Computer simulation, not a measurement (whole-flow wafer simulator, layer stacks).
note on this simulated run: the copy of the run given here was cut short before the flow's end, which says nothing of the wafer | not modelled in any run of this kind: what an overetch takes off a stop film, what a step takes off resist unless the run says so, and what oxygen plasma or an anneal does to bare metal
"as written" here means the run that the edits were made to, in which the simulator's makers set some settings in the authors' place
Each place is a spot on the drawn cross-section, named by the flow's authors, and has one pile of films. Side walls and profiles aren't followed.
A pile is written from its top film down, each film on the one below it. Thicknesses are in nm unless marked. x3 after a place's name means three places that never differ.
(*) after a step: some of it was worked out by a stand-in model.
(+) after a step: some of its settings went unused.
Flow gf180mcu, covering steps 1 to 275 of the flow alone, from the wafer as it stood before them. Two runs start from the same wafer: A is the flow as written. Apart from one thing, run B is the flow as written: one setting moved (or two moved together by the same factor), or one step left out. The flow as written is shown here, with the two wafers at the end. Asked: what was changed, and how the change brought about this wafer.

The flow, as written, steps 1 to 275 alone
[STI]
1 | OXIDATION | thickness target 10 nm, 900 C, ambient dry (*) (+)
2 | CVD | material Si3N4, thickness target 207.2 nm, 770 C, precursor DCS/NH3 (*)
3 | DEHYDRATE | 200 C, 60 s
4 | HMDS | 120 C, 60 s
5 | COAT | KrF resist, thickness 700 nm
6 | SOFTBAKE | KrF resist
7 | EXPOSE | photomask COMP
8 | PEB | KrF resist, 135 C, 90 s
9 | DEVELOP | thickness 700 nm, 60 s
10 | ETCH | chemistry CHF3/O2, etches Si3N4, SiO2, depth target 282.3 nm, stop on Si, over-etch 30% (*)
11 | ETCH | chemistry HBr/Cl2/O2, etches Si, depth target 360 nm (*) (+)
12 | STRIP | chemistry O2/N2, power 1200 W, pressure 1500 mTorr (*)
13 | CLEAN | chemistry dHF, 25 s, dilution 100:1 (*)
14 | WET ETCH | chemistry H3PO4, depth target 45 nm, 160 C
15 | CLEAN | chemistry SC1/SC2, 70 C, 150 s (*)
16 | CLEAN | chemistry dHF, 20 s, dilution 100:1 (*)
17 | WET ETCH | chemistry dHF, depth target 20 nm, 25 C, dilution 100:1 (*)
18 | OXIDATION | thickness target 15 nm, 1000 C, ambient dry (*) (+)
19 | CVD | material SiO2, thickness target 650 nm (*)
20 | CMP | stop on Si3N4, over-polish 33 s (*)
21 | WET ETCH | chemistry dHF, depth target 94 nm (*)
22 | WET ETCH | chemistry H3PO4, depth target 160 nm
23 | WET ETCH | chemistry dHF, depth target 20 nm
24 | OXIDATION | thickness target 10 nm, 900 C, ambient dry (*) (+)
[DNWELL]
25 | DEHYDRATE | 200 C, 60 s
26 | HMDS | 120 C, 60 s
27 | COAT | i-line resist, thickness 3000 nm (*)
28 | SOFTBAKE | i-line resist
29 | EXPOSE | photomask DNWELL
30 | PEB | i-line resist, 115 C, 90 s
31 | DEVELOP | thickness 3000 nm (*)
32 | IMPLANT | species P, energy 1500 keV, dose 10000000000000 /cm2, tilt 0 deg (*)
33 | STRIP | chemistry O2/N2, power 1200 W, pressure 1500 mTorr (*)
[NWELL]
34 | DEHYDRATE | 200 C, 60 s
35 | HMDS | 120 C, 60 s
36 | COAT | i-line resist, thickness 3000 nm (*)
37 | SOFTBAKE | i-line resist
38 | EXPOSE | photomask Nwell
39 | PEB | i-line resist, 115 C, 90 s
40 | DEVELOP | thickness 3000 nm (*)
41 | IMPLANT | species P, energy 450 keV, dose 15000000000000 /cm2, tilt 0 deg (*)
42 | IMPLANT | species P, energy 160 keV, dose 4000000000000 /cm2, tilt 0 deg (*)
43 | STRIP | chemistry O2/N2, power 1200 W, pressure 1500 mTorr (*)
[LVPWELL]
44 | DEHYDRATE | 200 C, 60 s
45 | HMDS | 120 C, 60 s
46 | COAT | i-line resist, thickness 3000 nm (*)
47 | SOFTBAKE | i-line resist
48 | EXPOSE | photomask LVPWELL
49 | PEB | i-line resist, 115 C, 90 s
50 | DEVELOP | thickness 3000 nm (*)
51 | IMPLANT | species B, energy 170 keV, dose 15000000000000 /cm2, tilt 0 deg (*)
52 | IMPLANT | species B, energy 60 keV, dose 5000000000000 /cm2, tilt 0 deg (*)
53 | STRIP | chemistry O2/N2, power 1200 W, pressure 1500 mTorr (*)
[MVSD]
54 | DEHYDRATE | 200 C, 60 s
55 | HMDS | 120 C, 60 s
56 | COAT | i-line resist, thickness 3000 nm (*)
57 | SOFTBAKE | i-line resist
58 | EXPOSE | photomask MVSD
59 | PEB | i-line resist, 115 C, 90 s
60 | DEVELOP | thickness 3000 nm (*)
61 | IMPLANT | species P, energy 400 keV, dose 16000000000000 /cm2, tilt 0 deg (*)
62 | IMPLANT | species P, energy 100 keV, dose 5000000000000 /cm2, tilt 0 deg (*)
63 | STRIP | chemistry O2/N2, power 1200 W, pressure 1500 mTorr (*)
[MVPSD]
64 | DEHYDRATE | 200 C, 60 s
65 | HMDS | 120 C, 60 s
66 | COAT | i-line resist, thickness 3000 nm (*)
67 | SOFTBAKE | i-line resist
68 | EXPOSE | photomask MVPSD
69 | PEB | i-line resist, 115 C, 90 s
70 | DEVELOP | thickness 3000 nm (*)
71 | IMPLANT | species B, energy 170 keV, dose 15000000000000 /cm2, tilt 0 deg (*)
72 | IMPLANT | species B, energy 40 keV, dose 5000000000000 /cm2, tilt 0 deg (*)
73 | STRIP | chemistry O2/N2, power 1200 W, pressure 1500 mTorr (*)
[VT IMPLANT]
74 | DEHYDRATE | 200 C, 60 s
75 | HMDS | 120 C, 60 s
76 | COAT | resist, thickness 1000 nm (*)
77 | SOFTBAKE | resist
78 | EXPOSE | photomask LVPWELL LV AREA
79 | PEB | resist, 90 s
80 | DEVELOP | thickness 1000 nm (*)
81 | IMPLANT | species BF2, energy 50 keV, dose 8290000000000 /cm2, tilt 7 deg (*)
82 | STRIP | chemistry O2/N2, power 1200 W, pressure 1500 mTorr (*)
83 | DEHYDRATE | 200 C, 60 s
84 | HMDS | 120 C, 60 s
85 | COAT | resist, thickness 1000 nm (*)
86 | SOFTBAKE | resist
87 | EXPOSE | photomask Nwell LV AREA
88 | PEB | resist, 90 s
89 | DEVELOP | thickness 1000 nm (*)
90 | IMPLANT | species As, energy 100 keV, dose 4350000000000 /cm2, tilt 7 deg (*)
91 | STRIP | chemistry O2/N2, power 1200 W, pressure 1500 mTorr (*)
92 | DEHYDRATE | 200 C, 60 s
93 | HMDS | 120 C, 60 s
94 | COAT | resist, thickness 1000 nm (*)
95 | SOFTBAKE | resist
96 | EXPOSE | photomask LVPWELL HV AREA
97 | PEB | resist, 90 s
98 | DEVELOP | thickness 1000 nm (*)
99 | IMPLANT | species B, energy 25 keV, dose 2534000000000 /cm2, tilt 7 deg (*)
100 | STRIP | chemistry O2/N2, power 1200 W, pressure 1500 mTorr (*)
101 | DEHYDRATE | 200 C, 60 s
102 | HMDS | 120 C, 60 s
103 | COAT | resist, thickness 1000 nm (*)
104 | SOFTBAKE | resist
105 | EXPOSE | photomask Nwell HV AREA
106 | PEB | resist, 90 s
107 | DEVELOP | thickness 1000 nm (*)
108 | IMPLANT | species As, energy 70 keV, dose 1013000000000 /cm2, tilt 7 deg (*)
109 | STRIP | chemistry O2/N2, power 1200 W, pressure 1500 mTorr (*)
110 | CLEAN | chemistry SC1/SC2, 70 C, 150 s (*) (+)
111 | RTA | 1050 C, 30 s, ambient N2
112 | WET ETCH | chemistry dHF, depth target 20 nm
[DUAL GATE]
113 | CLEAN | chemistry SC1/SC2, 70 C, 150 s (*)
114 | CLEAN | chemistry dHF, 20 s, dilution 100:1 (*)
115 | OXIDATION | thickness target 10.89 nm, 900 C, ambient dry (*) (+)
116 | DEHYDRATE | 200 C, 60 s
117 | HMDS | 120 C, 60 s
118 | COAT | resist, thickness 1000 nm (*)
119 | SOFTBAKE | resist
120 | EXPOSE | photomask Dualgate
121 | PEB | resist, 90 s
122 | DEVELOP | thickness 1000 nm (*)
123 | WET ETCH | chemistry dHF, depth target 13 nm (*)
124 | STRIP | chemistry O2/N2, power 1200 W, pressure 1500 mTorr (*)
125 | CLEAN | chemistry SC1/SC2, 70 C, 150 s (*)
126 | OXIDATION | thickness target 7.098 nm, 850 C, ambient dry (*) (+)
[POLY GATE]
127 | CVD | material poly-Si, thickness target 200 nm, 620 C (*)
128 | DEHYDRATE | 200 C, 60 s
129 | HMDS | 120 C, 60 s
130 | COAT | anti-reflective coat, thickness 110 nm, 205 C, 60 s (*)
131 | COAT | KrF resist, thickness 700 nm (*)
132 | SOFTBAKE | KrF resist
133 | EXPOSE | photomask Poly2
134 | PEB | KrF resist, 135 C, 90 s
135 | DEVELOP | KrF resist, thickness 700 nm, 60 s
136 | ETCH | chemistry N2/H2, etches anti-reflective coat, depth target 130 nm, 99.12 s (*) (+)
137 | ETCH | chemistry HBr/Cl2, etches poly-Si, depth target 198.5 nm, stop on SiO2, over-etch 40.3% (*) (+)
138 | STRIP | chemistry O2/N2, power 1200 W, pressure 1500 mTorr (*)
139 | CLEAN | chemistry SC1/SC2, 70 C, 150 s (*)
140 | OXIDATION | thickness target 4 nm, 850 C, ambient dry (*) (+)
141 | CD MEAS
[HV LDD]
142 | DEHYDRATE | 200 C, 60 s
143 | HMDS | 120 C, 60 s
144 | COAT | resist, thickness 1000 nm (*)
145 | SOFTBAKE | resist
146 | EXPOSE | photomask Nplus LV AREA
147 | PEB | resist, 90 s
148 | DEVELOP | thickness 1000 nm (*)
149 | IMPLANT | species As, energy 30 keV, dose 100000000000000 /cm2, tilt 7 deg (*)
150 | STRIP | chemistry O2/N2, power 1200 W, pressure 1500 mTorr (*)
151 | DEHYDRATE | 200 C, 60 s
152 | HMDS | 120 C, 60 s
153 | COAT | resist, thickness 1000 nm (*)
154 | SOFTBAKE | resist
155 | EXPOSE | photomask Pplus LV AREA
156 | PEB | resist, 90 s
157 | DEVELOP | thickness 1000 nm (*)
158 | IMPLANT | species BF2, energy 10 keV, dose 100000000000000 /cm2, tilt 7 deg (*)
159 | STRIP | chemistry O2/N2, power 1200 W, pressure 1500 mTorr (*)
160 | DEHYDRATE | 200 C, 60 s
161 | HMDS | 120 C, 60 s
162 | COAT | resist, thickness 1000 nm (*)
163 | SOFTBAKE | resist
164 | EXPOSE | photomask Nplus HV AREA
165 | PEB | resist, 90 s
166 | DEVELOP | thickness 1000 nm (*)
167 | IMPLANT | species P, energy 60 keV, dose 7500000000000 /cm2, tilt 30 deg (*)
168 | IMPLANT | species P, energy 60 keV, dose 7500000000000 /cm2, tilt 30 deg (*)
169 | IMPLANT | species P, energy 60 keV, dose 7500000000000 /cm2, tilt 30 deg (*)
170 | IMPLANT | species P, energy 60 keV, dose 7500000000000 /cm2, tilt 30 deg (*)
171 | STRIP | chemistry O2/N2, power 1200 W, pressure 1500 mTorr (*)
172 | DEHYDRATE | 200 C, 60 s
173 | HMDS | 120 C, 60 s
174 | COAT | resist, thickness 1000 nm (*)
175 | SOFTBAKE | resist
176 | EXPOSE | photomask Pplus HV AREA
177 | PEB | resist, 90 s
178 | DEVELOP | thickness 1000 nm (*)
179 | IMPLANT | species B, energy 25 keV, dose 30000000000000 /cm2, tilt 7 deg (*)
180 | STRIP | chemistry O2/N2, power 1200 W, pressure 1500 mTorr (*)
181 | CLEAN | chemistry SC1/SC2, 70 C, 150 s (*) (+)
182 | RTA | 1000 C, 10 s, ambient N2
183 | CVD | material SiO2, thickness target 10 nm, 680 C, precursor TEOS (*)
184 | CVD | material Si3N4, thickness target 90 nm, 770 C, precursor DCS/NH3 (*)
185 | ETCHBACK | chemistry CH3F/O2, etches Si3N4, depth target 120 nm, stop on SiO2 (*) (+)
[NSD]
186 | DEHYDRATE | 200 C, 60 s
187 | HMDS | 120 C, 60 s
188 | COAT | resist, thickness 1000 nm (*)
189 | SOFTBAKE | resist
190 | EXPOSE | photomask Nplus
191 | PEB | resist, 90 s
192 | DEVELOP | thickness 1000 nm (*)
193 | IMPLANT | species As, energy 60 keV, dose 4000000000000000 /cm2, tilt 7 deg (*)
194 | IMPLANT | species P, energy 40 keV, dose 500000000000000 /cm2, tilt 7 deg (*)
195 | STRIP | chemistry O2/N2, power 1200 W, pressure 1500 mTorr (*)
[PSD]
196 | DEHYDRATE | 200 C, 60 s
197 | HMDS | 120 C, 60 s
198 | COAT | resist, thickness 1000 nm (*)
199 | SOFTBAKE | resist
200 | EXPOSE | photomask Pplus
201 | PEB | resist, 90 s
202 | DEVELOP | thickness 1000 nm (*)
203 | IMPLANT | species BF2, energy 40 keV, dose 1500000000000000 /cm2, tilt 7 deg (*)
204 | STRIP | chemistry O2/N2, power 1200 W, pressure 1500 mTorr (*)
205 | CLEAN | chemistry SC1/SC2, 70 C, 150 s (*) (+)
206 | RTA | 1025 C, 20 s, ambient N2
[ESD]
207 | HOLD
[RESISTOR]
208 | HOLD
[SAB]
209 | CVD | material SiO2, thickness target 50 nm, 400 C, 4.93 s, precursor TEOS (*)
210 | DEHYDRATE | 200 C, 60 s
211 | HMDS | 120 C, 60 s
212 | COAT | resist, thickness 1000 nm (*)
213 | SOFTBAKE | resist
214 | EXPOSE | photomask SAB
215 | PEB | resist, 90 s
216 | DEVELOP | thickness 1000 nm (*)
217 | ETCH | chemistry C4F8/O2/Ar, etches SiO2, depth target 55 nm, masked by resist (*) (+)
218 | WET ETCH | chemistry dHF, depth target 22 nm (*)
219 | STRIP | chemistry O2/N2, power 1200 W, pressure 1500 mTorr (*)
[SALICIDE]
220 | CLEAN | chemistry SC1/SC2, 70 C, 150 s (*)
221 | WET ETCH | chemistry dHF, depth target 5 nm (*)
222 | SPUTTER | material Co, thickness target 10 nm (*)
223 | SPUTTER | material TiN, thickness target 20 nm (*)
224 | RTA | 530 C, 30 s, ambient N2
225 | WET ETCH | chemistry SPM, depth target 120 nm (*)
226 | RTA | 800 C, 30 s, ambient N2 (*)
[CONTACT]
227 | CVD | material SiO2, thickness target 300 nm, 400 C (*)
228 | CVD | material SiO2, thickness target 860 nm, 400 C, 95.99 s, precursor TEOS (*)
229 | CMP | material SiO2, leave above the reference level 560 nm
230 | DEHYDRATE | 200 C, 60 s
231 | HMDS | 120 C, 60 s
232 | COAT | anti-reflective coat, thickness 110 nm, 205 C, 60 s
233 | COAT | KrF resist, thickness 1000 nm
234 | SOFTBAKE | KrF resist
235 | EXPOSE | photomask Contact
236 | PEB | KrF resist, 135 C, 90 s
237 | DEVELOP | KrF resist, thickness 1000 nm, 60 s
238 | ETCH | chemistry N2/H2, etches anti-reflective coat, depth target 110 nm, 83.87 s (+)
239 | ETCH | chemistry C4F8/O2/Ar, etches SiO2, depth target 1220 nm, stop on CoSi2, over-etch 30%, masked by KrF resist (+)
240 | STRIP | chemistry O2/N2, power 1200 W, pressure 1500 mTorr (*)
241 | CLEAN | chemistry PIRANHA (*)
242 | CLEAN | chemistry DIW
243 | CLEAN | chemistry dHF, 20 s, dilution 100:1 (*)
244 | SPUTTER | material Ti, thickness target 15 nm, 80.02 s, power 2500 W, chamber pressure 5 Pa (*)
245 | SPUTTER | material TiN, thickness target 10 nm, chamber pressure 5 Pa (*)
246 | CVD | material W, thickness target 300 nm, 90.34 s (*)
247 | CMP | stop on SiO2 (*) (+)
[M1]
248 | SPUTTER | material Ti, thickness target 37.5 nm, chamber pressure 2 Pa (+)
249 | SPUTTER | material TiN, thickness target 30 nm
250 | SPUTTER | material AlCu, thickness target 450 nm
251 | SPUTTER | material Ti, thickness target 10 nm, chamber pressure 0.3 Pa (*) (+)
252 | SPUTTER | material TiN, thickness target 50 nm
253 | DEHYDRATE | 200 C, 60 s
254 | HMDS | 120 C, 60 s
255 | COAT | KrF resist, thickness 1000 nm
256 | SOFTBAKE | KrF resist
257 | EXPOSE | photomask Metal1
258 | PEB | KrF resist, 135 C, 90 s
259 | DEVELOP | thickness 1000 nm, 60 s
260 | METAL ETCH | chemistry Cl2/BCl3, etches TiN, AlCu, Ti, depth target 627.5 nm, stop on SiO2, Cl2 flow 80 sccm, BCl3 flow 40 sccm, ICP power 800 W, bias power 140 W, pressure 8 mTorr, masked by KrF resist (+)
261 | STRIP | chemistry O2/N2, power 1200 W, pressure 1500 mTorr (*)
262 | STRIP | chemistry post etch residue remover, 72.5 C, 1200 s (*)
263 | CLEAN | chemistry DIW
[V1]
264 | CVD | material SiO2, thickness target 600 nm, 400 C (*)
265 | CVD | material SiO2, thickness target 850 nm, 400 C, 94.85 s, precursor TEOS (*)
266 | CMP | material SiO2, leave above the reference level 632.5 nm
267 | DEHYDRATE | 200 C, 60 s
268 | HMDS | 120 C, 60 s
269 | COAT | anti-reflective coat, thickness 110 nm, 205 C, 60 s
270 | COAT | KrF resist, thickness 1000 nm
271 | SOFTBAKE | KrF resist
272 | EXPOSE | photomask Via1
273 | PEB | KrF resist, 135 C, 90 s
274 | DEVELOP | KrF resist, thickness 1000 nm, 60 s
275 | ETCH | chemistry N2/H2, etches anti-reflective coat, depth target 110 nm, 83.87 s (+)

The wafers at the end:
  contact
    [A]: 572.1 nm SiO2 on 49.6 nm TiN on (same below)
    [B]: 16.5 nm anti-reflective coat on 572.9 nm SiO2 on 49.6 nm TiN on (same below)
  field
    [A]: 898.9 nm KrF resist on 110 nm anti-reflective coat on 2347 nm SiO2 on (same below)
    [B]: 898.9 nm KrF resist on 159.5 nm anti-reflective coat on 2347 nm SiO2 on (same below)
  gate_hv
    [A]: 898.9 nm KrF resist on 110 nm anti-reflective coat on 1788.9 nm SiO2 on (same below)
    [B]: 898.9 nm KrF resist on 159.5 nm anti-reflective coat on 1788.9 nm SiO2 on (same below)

The reason: step 269, COAT: thickness 159.5 nm was run, while the flow as written has thickness 110 nm.
One can read it off the wafer: field has anti-reflective coat 159.5, and step 269 as written asks for 110 nm.

How this came from the change, step by step:
  269 | COAT | anti-reflective coat, thickness 110 nm, 205 C, 60 s
      field, field__w1, field__w2 and 108 more: A +110 anti-reflective coat (new film) | B +159.5 anti-reflective coat (new film)
  275 | ETCH | chemistry N2/H2, etches anti-reflective coat, depth target 110 nm, 83.87 s (+)
      contact: A -110 anti-reflective coat (all of it), -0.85 SiO2 | B -143 anti-reflective coat
